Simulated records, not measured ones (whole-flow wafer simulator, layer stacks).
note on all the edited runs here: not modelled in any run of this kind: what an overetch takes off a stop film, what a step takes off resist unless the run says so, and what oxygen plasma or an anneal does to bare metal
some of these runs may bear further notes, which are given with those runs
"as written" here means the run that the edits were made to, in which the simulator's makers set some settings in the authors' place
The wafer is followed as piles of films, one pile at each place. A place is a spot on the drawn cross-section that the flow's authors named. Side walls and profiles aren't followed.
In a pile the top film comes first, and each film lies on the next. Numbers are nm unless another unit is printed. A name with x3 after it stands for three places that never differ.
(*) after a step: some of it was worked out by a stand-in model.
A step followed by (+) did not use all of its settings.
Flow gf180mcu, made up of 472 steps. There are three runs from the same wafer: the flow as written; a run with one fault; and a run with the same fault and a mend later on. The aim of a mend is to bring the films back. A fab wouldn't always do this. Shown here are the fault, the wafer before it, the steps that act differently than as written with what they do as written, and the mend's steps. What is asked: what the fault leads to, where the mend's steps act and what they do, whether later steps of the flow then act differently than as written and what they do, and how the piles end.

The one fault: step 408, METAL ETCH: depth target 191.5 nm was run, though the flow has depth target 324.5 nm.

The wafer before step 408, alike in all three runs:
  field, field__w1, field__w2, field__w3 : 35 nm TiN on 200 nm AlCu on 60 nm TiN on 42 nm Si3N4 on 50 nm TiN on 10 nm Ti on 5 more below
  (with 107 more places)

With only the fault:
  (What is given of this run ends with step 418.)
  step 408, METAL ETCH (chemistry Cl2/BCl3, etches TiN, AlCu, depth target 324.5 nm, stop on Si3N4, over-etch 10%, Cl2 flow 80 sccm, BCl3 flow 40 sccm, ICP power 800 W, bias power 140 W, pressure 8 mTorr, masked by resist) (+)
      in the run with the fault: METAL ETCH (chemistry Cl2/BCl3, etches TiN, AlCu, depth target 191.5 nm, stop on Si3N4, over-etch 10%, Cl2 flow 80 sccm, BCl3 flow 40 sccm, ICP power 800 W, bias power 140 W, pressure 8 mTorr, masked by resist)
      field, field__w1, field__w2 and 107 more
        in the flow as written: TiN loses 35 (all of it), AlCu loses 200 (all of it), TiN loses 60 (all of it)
        in the run with the fault: TiN loses 35 (all of it), AlCu loses 156.5
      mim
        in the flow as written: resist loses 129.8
        in the run with the fault: resist loses 76.6
  Later steps of the flow acting differently than as written (1 more step, not shown, differs only slightly: by at most 2% or 0.5 nm, whichever is larger):
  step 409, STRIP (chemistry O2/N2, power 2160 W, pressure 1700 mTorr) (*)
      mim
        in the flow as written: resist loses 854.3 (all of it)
        in the run with the fault: resist loses 907.5 (all of it)
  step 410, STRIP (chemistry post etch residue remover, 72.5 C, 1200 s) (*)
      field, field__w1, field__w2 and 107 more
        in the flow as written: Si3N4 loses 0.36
        in the run with the fault: AlCu loses 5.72
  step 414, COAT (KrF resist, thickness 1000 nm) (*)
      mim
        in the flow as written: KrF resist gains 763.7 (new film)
        in the run with the fault: KrF resist gains 839.8 (new film)
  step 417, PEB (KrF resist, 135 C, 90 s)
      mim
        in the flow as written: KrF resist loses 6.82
        in the run with the fault: KrF resist loses 8.02
  The piles after step 418 differ from the flow's at field, field__w1, field__w2 and 109 more by more than 2% or 0.5 nm, whichever is larger.
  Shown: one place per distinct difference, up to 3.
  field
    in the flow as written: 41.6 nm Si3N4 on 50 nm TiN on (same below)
    in the run with the fault: 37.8 nm AlCu on 60 nm TiN on 42 nm Si3N4 on 50 nm TiN on (same below)
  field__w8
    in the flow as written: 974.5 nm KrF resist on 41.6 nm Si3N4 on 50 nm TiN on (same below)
    in the run with the fault: 974.5 nm KrF resist on 37.8 nm AlCu on 60 nm TiN on 42 nm Si3N4 on 50 nm TiN on (same below)
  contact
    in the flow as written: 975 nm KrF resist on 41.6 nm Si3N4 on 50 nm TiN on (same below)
    in the run with the fault: 974.8 nm KrF resist on 37.8 nm AlCu on 60 nm TiN on 42 nm Si3N4 on 50 nm TiN on (same below)

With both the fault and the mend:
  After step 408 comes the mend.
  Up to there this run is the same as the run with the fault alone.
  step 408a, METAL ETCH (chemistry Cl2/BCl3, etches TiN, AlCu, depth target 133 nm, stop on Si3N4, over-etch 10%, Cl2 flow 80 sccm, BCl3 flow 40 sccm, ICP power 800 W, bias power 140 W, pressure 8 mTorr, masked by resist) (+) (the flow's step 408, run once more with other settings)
      field, field__w1, field__w2 and 107 more
        AlCu loses 43.5 (all of it), TiN loses 60 (all of it)
      mim
        resist loses 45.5
  None of the later steps of the flow differs from how it acts as written, at any place that is followed, by more than 2% or 0.5 nm, whichever is larger.
  By the end, the piles equal the flow's at every place that both follow.
